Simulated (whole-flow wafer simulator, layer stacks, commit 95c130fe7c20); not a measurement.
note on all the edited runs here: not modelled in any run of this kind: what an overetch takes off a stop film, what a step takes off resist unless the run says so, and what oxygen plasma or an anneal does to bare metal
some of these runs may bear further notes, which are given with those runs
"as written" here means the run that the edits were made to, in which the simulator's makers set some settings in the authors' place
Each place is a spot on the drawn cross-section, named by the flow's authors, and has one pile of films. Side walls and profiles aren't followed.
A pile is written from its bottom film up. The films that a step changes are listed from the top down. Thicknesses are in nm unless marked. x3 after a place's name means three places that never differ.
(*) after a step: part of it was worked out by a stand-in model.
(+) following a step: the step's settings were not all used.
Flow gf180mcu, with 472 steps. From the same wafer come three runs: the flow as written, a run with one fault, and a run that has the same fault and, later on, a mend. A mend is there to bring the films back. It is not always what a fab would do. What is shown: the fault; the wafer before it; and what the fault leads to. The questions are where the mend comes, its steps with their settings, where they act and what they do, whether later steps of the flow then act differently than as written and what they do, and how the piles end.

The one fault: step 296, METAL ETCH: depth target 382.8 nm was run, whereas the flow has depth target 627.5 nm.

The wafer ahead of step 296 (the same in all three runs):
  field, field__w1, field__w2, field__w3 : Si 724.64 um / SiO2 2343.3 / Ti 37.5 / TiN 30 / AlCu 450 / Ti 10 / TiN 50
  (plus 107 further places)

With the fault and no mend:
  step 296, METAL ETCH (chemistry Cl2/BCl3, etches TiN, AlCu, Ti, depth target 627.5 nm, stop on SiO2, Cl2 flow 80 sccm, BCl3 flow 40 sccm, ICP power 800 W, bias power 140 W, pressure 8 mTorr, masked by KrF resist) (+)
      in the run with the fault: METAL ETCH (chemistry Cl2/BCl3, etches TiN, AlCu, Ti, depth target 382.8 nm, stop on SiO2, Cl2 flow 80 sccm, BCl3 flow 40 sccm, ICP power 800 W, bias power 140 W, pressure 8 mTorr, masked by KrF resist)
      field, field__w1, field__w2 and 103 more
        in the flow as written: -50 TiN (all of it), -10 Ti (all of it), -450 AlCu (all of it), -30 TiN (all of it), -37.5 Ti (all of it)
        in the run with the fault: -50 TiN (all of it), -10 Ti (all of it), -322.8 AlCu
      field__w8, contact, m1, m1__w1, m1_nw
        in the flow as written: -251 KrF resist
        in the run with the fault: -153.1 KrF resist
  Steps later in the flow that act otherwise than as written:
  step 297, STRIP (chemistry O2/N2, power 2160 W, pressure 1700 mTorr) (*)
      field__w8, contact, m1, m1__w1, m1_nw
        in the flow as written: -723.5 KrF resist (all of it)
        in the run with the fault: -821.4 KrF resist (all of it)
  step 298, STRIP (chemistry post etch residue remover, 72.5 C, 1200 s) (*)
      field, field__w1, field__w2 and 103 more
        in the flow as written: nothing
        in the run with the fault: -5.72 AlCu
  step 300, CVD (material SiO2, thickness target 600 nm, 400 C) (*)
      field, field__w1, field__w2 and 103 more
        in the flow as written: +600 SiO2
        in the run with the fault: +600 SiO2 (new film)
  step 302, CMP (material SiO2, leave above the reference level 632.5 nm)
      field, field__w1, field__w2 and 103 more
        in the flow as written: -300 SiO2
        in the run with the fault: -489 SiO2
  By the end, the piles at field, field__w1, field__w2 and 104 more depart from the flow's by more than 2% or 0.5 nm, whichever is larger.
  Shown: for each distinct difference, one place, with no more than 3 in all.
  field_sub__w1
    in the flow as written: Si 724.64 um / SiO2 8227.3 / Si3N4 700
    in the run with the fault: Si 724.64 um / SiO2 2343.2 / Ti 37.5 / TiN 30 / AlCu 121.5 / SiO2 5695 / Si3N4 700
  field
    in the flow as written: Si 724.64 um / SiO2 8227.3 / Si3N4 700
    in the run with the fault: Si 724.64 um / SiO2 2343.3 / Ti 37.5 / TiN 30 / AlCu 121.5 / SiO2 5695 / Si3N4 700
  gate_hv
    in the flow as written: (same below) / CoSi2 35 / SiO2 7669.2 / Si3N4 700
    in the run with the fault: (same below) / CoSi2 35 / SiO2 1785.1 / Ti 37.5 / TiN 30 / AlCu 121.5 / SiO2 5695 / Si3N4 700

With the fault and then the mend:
  The mend follows step 298.
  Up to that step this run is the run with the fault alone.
  step 298a, DEHYDRATE (200 C, 60 s) (the flow's step 289 again)
      leaves every film unchanged at each place that is followed
  step 298b, HMDS (120 C, 60 s) (the flow's step 290 again)
      leaves every film unchanged at each place that is followed
  step 298c, COAT (KrF resist, thickness 1000 nm) (*) (the flow's step 291 again)
      iso_ptap_pw, iso_ntap_nw, iso_nw_fld and 33 more
        +1000 KrF resist (new film)
      field_sub, field_sub__w3, p_well and 8 more
        +1002.6 KrF resist (new film)
      field_sub__w2, field_sub__w4, ld_drn_n and 7 more
        +1002.4 KrF resist (new film)
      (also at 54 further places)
  step 298d, SOFTBAKE (KrF resist) (the flow's step 292 again)
      leaves every film unchanged at each place that is followed
  step 298e, EXPOSE (photomask Metal2) (the flow's step 293 again)
      leaves every film unchanged at each place that is followed
  step 298f, PEB (KrF resist, 135 C, 90 s) (the flow's step 294 again)
      field__w1, field__w2, field__w3 and 58 more
        -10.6 KrF resist
      iso_ptap_pw, iso_ntap_nw, iso_nw_fld and 33 more
        -10.5 KrF resist
      sd_p, nw_sep_fld, polyc_n
        -10.7 KrF resist
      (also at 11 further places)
  step 298g, DEVELOP (thickness 1000 nm, 60 s) (the flow's step 295 again)
      iso_ptap_pw, iso_ntap_nw, iso_nw_fld and 33 more
        -989.5 KrF resist (all of it)
      field__w5, field__w9, field_sub and 12 more
        -992 KrF resist (all of it)
      field_sub__w2, field_sub__w4, gate_nat and 11 more
        -991.9 KrF resist (all of it)
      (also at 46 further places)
  step 298h, METAL ETCH (chemistry Cl2/BCl3, etches TiN, AlCu, Ti, depth target 244.7 nm, stop on SiO2, Cl2 flow 80 sccm, BCl3 flow 40 sccm, ICP power 800 W, bias power 140 W, pressure 8 mTorr, masked by KrF resist) (+) (the flow's step 296 again, with other settings)
      field, field__w1, field__w2 and 103 more
        -121.5 AlCu (all of it), -30 TiN (all of it), -37.5 Ti (all of it)
      field__w8, contact, m1, m1__w1, m1_nw
        -97.9 KrF resist
  step 298i, STRIP (chemistry O2/N2, power 2160 W, pressure 1700 mTorr) (*) (the flow's step 297 again)
      field__w8
        -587 KrF resist (all of it)
      contact
        -585.1 KrF resist (all of it)
      m1
        -587.3 KrF resist (all of it)
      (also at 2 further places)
  step 298j, STRIP (chemistry post etch residue remover, 72.5 C, 1200 s) (*) (the flow's step 298 again)
      field__w8, contact, m1, m1__w1, m1_nw
        -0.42 TiN
  None of the later steps of the flow differs from how it acts as written, at any place that is followed, by more than 2% or 0.5 nm, whichever is larger.
  When the end is reached, the piles differ only a little from the flow's at the places that both follow, at most by 2% or 0.5 nm, whichever is larger.
